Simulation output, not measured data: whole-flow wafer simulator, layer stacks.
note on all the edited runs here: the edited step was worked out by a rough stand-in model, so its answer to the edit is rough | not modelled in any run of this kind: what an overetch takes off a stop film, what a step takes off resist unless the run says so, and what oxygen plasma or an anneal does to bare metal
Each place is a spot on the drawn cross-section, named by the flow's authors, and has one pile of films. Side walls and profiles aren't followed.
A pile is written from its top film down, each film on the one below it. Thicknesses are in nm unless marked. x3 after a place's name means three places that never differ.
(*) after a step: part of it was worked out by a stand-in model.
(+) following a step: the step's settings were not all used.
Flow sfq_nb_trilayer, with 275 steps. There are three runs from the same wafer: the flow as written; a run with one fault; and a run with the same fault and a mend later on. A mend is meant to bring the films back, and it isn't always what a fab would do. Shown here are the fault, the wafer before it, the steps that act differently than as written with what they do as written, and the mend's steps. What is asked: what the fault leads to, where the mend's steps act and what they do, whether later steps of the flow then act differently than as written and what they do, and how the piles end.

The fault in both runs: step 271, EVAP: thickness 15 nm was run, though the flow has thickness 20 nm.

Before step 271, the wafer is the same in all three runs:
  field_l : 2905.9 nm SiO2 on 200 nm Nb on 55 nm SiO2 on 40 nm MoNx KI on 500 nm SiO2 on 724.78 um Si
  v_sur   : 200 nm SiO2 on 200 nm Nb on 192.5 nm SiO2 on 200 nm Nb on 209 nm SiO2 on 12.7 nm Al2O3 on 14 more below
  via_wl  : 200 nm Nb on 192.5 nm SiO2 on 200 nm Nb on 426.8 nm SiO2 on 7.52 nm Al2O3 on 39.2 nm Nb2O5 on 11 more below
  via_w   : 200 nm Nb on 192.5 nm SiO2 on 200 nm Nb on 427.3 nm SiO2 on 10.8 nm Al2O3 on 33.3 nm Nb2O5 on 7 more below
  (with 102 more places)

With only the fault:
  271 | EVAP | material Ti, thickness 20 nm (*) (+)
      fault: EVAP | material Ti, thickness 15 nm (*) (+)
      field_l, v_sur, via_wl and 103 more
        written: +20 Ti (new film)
        fault: +15 Ti (new film)
  Steps further on in the flow that do not act as written:
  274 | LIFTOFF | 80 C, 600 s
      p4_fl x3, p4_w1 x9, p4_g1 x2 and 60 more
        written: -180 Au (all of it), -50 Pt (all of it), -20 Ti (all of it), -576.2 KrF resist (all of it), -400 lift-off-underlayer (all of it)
        fault: -180 Au (all of it), -50 Pt (all of it), -15 Ti (all of it), -576.2 KrF resist (all of it), -400 lift-off-underlayer (all of it)
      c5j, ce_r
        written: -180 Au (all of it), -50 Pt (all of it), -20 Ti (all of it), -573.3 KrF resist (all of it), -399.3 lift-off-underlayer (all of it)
        fault: -180 Au (all of it), -50 Pt (all of it), -15 Ti (all of it), -573.3 KrF resist (all of it), -399.3 lift-off-underlayer (all of it)
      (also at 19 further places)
  By the end, the piles at field_l, v_sur, via_wl and 8 more depart from the flow's by more than 2% or 0.5 nm, whichever is larger.
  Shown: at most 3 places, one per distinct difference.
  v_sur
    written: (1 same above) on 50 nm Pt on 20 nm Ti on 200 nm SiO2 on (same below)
    fault: (1 same above) on 50 nm Pt on 15 nm Ti on 200 nm SiO2 on (same below)
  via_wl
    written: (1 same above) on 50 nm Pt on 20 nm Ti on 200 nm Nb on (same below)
    fault: (1 same above) on 50 nm Pt on 15 nm Ti on 200 nm Nb on (same below)
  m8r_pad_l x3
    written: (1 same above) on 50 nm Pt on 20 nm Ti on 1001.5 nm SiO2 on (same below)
    fault: (1 same above) on 50 nm Pt on 15 nm Ti on 1001.5 nm SiO2 on (same below)

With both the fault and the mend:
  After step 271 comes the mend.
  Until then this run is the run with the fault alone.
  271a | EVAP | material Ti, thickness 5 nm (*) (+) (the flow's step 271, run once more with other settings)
      field_l, v_sur, via_wl and 103 more
        +5 Ti
  Every later step of the flow that is run acts as written at every place that is followed.
  At every place that both follow, the piles at the end match the flow's.
